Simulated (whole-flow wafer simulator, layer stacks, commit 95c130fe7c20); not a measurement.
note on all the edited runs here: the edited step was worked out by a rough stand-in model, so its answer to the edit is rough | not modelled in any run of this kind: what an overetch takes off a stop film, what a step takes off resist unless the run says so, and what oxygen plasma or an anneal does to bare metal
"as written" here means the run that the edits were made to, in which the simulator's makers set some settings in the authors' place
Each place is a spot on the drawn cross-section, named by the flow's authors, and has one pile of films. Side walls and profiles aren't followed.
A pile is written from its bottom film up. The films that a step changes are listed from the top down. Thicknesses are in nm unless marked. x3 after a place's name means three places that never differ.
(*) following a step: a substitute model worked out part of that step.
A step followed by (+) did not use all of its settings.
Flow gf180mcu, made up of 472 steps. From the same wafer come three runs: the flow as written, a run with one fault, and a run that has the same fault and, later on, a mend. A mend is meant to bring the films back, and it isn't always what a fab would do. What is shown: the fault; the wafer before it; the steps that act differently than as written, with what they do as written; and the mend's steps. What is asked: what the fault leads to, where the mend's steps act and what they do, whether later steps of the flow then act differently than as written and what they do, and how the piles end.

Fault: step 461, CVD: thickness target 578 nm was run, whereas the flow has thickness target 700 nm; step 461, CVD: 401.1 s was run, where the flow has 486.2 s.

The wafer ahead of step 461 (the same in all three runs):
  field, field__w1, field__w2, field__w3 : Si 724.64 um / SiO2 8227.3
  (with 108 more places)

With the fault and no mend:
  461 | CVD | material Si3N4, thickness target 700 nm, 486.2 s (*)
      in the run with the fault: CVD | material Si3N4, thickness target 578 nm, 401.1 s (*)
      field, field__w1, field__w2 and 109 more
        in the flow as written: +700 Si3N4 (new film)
        in the run with the fault: +577.5 Si3N4 (new film)
  Steps later in the flow that act otherwise than as written (not shown: 4 more steps that differ only slightly, by at most 2% or 0.5 nm, whichever is larger):
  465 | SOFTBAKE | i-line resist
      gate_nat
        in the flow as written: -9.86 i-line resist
        in the run with the fault: -9.22 i-line resist
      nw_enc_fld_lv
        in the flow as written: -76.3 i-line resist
        in the run with the fault: -74.5 i-line resist
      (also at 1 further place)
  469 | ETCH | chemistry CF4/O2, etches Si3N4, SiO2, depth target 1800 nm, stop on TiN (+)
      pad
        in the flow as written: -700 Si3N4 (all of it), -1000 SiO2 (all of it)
        in the run with the fault: -577.5 Si3N4 (all of it), -1000 SiO2 (all of it)
  At field, field__w1, field__w2 and 108 more, the piles at the end differ from the flow's by more than 2% or 0.5 nm, whichever is larger.
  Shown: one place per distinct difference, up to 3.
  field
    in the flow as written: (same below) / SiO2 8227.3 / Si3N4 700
    in the run with the fault: (same below) / SiO2 8227.3 / Si3N4 577.5
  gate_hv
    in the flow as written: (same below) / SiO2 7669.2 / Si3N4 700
    in the run with the fault: (same below) / SiO2 7669.2 / Si3N4 577.5
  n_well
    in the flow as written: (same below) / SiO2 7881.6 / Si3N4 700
    in the run with the fault: (same below) / SiO2 7881.6 / Si3N4 577.5

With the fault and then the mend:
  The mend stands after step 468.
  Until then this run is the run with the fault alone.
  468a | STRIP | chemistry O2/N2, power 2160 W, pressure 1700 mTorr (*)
      iso_ptap_pw, iso_ntap_nw, iso_nw_fld and 33 more
        -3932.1 i-line resist (all of it)
      p_well, sti, spacer, sd_n, mim_1p0, dice_street
        -3938.2 i-line resist (all of it)
      field__w2, field__w3, field__w12
        -3985.8 i-line resist (all of it)
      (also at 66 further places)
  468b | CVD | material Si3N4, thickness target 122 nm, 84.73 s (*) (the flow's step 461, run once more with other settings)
      field, field__w1, field__w2 and 109 more
        +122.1 Si3N4
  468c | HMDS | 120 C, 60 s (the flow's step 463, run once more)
      leaves every film unchanged at each place that is followed
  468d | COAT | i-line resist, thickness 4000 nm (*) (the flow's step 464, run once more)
      iso_ptap_pw, iso_ntap_nw, iso_nw_fld and 33 more
        +4000 i-line resist (new film)
      field__w5, field__w9, field__w11, field__w13, gate_p_hv, nplus_u
        +4017 i-line resist (new film)
      p_well, sti, spacer, sd_n, mim_1p0, dice_street
        +4006.3 i-line resist (new film)
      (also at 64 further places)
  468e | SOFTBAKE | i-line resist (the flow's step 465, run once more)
      field__w11, field__w13, mim, ppoly_u
        +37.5 i-line resist
      ld_fp_p, ld_drift_p, ld_drn_p
        +33.8 i-line resist
      field__w2, field_sub__w3
        +33.3 i-line resist
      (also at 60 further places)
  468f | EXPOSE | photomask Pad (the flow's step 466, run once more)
      leaves every film unchanged at each place that is followed
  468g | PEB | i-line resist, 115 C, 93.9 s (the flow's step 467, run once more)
      iso_ptap_pw, iso_ntap_nw, iso_nw_fld and 33 more
        -67.9 i-line resist
      field, field__w2, field__w3 and 25 more
        -68.8 i-line resist
      field_sub, field_sub__w1, field_sub__w2 and 23 more
        -68.7 i-line resist
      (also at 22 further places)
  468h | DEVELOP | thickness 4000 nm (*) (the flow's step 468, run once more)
      field__w7, field__w9, field_sub__w1 and 13 more
        -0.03 i-line resist
      pad
        -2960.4 i-line resist (all of it)
  Later steps of the flow that are run all act as written at every place that is followed, up to a difference of at most 2% or 0.5 nm, whichever is larger.
  At the end the piles are close to the flow's at the places that both follow, differing by at most 2% or 0.5 nm, whichever is larger.
